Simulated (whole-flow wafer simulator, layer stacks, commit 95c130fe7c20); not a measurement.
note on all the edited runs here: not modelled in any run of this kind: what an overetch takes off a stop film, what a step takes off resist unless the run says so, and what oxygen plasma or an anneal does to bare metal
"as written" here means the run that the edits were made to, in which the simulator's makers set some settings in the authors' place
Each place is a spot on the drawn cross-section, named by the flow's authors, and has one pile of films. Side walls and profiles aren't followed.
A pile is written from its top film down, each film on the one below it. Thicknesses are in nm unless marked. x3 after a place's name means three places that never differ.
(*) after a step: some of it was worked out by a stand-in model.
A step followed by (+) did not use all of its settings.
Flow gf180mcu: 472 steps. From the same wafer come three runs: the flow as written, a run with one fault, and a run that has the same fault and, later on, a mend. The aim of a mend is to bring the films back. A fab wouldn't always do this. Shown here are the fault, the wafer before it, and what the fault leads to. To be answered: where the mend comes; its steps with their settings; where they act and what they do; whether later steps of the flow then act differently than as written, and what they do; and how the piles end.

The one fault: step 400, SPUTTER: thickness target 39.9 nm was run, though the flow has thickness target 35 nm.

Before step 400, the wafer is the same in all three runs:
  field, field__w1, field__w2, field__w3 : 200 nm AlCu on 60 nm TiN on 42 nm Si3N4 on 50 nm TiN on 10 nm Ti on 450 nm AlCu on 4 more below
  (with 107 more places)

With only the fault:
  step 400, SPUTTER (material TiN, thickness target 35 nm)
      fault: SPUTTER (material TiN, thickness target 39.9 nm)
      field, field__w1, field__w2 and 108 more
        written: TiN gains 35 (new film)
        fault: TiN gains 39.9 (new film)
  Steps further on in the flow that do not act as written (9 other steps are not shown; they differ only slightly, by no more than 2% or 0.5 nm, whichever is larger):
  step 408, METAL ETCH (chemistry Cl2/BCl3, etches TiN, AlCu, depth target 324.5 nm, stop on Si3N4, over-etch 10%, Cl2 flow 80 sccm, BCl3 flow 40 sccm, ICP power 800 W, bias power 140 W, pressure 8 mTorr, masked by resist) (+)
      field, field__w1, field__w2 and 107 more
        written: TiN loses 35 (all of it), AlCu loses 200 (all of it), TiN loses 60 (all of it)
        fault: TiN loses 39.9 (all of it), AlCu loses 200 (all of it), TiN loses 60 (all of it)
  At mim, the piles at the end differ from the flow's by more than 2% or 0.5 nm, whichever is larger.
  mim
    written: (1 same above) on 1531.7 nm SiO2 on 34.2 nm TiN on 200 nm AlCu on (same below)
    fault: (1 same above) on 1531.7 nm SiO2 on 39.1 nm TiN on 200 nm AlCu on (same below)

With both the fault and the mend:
  The mend follows step 407.
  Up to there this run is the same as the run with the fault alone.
  step 407a, STRIP (chemistry O2/N2, power 2160 W, pressure 1700 mTorr) (*)
      mim
        resist loses 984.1 (all of it)
  step 407b, METAL ETCH (chemistry Cl2/BCl3, etches TiN, AlCu, Ti, depth target 4.9 nm, Cl2 flow 80 sccm, BCl3 flow 40 sccm, ICP power 800 W, bias power 140 W, pressure 8 mTorr) (the flow's step 260, run once more with other settings)
      field, field__w1, field__w2 and 108 more
        TiN loses 4.9
  step 407c, HMDS (120 C, 60 s) (the flow's step 402, run once more)
      does not change any film at any place that is followed
  step 407d, COAT (resist, thickness 1000 nm) (the flow's step 403, run once more)
      field, field__w1, field__w2 and 108 more
        resist gains 1000 (new film)
  step 407e, SOFTBAKE (resist) (the flow's step 404, run once more)
      does not change any film at any place that is followed
  step 407f, EXPOSE (photomask FuseTop) (the flow's step 405, run once more)
      does not change any film at any place that is followed
  step 407g, PEB (resist, 70.3 s) (the flow's step 406, run once more)
      field, field__w1, field__w2 and 108 more
        resist loses 15.9
  step 407h, DEVELOP (thickness 1000 nm, 60 s) (the flow's step 407, run once more)
      field, field__w1, field__w2 and 107 more
        resist loses 984.1 (all of it)
  Later steps of the flow that are run all act as written at every place that is followed.
  The piles end the same as the flow's at every place that both follow.
